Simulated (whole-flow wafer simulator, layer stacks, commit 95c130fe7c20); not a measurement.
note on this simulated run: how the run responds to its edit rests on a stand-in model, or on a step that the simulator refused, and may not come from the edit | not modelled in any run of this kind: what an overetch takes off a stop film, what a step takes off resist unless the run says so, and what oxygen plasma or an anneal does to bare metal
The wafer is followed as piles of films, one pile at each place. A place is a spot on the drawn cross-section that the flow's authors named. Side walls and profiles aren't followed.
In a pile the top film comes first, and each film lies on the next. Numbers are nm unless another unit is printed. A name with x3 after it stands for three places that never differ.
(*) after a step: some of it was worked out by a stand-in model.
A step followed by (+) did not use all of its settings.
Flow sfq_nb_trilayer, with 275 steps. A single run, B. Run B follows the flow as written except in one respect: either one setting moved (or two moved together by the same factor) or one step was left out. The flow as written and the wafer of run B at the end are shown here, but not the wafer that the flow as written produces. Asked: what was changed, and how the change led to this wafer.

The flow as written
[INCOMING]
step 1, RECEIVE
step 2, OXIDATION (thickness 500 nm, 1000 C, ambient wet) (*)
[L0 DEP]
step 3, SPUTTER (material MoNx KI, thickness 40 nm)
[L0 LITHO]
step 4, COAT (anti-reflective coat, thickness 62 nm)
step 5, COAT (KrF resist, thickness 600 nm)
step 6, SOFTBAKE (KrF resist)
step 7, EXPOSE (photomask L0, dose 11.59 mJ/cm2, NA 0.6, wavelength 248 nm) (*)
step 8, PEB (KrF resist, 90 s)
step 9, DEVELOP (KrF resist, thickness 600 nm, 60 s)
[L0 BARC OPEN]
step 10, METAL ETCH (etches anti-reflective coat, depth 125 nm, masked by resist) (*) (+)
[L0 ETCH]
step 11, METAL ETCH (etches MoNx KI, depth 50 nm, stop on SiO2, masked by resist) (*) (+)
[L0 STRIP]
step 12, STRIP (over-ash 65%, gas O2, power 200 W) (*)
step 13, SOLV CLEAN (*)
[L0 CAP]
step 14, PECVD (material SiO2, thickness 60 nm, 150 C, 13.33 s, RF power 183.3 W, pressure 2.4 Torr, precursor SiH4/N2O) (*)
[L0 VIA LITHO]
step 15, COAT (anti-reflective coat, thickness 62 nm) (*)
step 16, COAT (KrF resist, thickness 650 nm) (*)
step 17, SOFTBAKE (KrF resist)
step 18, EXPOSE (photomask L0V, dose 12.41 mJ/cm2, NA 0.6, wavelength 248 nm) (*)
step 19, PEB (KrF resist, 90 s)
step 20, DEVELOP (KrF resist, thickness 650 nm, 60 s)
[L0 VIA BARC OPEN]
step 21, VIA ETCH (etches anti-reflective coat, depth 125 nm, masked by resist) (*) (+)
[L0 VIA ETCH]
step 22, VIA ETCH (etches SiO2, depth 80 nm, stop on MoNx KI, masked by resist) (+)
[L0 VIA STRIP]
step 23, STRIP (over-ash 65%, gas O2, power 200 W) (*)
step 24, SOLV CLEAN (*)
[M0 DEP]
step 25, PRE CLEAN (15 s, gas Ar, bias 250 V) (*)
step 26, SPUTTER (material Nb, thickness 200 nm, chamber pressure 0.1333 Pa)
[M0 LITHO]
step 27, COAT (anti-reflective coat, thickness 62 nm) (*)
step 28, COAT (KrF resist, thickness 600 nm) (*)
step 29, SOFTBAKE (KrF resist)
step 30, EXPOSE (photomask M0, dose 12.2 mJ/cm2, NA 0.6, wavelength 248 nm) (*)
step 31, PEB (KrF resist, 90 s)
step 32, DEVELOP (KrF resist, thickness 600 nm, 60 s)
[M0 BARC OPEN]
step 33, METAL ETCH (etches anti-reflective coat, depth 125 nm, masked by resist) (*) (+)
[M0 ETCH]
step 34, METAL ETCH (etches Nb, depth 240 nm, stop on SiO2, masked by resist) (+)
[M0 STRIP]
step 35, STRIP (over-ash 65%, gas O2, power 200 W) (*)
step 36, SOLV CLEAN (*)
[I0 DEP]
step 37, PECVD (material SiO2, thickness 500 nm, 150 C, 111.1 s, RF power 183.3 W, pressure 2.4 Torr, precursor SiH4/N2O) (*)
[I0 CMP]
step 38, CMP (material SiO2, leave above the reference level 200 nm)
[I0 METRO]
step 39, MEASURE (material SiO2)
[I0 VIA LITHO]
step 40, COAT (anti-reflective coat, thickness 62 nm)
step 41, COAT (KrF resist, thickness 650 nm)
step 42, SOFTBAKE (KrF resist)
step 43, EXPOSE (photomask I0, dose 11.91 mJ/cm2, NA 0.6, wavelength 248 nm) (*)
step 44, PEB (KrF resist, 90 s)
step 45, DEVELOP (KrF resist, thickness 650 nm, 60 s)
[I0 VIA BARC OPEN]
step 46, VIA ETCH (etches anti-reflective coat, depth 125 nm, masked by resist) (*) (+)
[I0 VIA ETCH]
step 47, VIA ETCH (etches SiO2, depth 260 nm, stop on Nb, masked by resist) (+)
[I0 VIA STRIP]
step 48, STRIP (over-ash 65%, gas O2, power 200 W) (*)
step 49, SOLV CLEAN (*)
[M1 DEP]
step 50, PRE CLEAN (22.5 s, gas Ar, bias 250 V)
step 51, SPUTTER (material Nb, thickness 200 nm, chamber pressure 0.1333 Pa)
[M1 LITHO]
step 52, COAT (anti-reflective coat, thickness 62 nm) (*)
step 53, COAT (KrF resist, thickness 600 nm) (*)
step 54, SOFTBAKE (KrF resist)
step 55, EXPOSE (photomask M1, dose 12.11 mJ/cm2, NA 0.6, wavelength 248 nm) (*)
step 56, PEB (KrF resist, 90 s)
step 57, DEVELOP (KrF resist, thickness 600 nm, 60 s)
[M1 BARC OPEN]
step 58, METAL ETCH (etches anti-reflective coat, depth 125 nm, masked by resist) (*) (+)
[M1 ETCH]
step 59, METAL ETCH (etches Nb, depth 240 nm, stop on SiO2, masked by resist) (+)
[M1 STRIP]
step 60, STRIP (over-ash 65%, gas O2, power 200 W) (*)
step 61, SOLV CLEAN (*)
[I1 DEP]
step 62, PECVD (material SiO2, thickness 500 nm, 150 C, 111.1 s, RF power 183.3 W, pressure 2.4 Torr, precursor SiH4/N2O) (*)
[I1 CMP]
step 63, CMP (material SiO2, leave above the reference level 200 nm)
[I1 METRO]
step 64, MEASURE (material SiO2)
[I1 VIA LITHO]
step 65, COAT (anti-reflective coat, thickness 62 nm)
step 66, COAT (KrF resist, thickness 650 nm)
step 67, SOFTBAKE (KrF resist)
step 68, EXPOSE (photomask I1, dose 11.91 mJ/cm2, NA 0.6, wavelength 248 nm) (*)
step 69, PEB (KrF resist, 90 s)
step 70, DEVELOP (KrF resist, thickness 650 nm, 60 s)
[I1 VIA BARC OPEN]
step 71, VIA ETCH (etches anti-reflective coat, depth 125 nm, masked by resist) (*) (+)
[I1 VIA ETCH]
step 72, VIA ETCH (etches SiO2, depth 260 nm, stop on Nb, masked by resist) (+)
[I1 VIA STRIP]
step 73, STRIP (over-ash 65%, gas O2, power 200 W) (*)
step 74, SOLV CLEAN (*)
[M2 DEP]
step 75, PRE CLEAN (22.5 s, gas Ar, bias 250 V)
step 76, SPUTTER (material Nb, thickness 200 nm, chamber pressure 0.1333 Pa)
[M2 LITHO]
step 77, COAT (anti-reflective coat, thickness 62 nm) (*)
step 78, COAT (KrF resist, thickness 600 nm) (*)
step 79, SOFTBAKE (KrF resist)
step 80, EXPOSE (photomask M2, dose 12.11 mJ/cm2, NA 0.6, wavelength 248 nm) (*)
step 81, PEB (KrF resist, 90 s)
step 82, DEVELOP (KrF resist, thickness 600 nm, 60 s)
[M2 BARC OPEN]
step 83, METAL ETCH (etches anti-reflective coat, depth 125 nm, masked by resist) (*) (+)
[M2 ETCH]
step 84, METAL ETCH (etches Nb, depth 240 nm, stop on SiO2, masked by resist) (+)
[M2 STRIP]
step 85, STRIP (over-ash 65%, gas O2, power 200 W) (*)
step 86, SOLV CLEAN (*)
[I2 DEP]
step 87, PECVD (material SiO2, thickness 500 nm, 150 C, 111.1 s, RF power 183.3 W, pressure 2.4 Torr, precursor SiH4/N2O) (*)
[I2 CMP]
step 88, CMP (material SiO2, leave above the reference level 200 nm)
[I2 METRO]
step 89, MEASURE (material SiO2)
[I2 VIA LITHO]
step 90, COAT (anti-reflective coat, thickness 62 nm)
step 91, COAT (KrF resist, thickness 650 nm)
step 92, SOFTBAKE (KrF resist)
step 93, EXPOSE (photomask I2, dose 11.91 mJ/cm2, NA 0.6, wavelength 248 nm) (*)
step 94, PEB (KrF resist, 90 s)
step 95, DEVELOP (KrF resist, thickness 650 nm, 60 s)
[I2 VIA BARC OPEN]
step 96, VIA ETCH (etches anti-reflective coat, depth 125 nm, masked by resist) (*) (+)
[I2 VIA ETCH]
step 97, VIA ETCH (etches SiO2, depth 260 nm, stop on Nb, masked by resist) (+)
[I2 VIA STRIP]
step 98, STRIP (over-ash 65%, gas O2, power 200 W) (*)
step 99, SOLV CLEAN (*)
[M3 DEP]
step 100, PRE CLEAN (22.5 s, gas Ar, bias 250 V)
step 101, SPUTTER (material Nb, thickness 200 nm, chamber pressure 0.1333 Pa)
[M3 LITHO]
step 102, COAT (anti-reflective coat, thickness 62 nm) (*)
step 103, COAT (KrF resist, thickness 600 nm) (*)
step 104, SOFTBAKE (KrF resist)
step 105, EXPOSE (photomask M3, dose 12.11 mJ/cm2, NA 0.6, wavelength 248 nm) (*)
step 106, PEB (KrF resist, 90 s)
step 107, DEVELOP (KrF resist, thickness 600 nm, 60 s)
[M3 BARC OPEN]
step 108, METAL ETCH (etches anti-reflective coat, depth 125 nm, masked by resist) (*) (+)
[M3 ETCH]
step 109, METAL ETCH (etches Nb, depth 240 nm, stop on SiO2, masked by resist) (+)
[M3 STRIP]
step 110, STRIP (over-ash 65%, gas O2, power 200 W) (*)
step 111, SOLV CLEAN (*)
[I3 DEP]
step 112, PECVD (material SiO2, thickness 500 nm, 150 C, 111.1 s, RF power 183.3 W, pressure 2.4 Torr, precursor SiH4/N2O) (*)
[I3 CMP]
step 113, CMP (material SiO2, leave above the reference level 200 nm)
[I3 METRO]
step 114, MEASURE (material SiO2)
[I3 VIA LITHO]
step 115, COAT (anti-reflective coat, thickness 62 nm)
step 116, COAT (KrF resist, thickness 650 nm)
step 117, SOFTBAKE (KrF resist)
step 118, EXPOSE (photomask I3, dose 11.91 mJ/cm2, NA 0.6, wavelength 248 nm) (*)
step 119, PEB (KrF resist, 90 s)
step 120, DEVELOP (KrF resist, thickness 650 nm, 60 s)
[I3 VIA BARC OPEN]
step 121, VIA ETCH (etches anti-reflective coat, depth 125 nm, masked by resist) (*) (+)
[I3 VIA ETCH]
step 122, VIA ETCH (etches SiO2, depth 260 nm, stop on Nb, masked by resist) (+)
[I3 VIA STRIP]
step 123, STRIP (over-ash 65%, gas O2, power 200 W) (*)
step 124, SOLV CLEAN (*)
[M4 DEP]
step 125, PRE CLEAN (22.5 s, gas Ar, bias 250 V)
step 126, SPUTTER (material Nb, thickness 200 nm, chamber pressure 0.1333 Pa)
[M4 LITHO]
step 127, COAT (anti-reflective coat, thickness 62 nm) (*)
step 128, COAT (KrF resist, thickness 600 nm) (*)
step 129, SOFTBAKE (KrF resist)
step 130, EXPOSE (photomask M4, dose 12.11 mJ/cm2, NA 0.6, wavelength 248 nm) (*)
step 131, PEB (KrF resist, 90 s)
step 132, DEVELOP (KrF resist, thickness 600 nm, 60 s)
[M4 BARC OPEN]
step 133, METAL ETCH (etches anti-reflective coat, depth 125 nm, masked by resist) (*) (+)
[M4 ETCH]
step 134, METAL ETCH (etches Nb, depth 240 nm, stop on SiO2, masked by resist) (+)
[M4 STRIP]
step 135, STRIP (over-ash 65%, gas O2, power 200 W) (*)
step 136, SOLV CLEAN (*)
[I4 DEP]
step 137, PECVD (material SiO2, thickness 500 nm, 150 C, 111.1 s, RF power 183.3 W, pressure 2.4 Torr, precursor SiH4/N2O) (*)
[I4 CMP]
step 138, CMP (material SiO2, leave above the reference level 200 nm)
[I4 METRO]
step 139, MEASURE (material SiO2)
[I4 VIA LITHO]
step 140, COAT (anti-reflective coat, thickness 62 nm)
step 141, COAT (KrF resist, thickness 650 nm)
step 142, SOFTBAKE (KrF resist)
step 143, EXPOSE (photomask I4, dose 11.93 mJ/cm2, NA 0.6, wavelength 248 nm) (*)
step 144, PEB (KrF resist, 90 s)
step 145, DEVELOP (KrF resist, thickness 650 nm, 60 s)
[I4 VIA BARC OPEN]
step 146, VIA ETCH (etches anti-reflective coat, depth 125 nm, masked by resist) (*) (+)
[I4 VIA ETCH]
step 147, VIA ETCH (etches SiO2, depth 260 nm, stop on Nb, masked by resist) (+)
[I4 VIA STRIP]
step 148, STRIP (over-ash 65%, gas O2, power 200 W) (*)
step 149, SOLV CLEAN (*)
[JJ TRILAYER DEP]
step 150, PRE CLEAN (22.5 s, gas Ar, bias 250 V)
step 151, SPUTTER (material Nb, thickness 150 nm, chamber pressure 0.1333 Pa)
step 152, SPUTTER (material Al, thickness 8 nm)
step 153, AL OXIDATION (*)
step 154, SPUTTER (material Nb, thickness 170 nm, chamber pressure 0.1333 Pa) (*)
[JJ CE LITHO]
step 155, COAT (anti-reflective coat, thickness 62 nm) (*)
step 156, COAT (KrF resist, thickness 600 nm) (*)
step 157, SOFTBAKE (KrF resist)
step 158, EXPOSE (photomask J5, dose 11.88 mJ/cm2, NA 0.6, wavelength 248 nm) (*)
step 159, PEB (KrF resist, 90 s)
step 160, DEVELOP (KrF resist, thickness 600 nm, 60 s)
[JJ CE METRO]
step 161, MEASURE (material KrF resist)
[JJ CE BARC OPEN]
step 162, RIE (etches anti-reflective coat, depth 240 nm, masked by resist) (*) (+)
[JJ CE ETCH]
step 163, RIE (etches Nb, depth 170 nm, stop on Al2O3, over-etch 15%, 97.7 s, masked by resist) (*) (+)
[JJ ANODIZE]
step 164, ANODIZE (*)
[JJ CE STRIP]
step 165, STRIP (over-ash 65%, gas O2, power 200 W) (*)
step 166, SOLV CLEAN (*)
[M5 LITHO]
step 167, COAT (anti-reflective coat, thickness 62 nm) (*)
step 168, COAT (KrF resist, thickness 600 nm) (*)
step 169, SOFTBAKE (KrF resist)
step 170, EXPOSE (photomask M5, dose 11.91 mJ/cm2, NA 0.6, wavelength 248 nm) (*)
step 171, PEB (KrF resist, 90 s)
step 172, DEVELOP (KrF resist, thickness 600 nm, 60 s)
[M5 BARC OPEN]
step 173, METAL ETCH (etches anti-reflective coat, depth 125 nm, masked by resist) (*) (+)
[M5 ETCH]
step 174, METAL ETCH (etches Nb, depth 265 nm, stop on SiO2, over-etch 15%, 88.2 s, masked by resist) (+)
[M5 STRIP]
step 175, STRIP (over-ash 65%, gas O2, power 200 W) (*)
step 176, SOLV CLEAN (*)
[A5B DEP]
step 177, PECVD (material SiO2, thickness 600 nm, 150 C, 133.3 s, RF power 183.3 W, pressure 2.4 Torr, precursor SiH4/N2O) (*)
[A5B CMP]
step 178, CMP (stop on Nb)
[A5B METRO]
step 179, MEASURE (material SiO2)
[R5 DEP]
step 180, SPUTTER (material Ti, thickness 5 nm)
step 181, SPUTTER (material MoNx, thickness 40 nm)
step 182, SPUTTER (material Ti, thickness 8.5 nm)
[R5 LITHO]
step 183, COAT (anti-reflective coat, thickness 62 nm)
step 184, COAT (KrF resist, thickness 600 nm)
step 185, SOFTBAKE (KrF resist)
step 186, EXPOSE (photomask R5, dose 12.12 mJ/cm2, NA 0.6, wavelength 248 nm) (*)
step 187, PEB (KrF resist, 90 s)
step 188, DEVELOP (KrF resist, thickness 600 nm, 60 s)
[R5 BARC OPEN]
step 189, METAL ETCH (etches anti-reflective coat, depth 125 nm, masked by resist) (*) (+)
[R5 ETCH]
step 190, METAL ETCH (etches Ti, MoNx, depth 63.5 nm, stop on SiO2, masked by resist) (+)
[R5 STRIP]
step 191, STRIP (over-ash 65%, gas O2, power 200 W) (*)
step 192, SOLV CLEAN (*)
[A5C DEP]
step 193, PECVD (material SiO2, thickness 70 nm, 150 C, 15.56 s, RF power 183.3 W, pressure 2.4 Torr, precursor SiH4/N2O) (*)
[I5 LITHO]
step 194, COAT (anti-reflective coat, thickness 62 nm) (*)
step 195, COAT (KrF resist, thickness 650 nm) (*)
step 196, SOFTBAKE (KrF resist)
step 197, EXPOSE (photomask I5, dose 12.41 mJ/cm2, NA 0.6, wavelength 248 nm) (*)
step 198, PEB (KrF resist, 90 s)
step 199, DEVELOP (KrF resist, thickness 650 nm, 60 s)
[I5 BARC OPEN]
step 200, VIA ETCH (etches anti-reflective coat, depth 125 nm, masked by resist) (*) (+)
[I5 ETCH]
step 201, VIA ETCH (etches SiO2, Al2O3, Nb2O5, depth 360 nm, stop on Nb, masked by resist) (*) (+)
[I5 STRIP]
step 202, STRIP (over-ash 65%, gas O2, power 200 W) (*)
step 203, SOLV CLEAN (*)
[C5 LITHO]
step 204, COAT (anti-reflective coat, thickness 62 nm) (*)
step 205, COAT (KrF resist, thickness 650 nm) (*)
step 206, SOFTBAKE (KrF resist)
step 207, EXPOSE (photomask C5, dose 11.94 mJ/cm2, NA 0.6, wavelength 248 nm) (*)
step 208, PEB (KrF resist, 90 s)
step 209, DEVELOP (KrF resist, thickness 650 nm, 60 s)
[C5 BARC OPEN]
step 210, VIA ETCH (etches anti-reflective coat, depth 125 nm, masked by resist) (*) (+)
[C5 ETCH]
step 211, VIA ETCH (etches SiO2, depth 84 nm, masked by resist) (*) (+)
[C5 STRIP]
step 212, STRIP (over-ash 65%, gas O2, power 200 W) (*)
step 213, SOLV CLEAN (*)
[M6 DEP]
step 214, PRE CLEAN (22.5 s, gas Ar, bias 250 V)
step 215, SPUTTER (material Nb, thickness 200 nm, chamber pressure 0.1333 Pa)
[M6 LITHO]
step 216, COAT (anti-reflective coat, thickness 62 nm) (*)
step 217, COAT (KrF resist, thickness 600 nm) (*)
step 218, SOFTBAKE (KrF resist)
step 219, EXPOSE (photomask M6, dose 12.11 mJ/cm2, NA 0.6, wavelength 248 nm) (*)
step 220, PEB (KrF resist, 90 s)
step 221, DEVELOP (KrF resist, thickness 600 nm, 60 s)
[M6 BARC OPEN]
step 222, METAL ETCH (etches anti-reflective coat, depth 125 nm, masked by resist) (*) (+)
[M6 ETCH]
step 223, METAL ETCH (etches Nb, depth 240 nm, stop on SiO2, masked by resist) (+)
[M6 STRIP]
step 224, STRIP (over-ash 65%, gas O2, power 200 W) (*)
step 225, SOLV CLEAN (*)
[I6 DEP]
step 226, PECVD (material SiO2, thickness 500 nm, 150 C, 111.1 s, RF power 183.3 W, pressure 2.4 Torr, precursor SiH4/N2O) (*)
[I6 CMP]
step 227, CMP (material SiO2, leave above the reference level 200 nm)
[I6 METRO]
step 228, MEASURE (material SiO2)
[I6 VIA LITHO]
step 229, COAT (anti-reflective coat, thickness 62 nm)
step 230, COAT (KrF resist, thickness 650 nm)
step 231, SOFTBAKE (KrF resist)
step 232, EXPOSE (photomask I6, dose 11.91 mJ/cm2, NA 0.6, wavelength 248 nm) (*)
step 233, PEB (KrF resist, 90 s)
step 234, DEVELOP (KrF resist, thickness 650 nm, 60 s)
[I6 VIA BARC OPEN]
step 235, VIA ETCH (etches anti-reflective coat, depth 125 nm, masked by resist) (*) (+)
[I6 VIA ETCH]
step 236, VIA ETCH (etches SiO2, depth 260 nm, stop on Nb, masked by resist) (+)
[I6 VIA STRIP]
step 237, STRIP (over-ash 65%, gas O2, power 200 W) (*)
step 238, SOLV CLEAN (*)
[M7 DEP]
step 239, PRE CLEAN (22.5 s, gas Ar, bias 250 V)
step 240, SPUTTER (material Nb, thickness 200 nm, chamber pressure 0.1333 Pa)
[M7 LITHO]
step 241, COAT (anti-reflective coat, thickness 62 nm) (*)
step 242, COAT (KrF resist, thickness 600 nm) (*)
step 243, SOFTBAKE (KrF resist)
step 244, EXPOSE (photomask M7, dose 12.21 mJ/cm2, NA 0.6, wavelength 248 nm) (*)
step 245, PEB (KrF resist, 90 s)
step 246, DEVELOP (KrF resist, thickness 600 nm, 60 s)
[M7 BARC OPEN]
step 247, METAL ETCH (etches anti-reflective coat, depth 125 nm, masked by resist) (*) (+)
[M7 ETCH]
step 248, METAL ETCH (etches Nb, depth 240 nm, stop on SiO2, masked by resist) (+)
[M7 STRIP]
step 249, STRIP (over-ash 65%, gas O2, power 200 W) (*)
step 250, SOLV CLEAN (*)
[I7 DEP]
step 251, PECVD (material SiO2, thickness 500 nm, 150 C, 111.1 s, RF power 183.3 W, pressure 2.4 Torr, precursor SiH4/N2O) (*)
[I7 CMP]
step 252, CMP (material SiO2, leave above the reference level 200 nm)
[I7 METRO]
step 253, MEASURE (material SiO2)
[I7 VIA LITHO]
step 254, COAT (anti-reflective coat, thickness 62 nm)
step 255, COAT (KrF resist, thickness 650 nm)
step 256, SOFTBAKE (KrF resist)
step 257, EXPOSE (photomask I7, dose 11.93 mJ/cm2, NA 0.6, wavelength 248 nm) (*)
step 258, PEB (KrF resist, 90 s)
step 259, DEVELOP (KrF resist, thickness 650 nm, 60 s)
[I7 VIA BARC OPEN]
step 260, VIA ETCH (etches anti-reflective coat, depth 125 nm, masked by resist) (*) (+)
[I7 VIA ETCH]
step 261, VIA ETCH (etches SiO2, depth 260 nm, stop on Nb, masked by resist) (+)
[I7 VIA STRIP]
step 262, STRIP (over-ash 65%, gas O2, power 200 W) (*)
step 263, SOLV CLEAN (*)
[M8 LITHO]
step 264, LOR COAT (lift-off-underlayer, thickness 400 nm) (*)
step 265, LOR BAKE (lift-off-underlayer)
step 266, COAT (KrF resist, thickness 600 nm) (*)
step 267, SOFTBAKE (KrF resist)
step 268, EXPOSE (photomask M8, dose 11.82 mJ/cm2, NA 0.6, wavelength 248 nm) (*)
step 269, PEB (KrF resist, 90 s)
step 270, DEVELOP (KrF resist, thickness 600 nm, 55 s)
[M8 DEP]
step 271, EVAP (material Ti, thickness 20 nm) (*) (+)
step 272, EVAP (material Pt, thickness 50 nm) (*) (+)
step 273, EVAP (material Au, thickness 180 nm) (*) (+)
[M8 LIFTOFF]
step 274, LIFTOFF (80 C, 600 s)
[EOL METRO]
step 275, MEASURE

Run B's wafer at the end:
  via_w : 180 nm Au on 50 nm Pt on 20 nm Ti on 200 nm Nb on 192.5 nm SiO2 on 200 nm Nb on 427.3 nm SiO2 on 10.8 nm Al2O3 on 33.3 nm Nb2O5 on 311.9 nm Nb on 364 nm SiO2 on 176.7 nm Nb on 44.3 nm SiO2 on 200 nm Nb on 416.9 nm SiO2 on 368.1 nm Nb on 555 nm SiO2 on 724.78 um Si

Cause: step 97, VIA ETCH: depth 148 nm was run, whereas the flow has depth 260 nm.

The path from the change to this, step by step:
  step 97, VIA ETCH (etches SiO2, depth 260 nm, stop on Nb, masked by resist) (+)
      via_w: -148 SiO2 (in the flow as written it would be: -199.8 SiO2 (all of it))
      field_l, v_sur, via_wl and 102 more: -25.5 KrF resist (in the flow as written it would be: -44.8 KrF resist)
  step 98, STRIP (over-ash 65%, gas O2, power 200 W) (*)
      field_l, v_sur, via_wl and 102 more: -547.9 KrF resist (all of it), -62 anti-reflective coat (all of it) (in the flow as written it would be: -528.6 KrF resist (all of it), -62 anti-reflective coat (all of it))
  step 100, PRE CLEAN (22.5 s, gas Ar, bias 250 V)
      via_w: -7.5 SiO2 (in the flow as written it would be: -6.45 Nb)
  step 101, SPUTTER (material Nb, thickness 200 nm, chamber pressure 0.1333 Pa)
      via_w: +176.7 Nb (new film) (in the flow as written it would be: +165.5 Nb)
  step 102, COAT (anti-reflective coat, thickness 62 nm) (*)
      via_w: +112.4 anti-reflective coat (new film) (in the flow as written it would be: +124.8 anti-reflective coat (new film))
  step 103, COAT (KrF resist, thickness 600 nm) (*)
      via_w: +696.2 KrF resist (new film) (in the flow as written it would be: +737.9 KrF resist (new film))
  step 110, STRIP (over-ash 65%, gas O2, power 200 W) (*)
      via_w: -478.3 KrF resist (all of it), -112.4 anti-reflective coat (all of it) (in the flow as written it would be: -520 KrF resist (all of it), -124.8 anti-reflective coat (all of it))
  step 112, PECVD (material SiO2, thickness 500 nm, 150 C, 111.1 s, RF power 183.3 W, pressure 2.4 Torr, precursor SiH4/N2O) (*)
      via_w: +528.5 SiO2 (new film) (in the flow as written it would be: +615 SiO2 (new film))
  step 113, CMP (material SiO2, leave above the reference level 200 nm)
      via_w: -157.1 SiO2 (in the flow as written it would be: -181.6 SiO2)
With metal films that touch counted as one body, via_w has 6 bodies (between them, from the top down: SiO2 192.5; SiO2 427.3 / Al2O3 10.8 / Nb2O5 33.3; SiO2 364; SiO2 44.3; SiO2 416.9); the flow as written gives 5 bodies (between them, from the top down: SiO2 192.5; SiO2 427.3 / Al2O3 10.8 / Nb2O5 33.3; SiO2 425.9; SiO2 416.9).
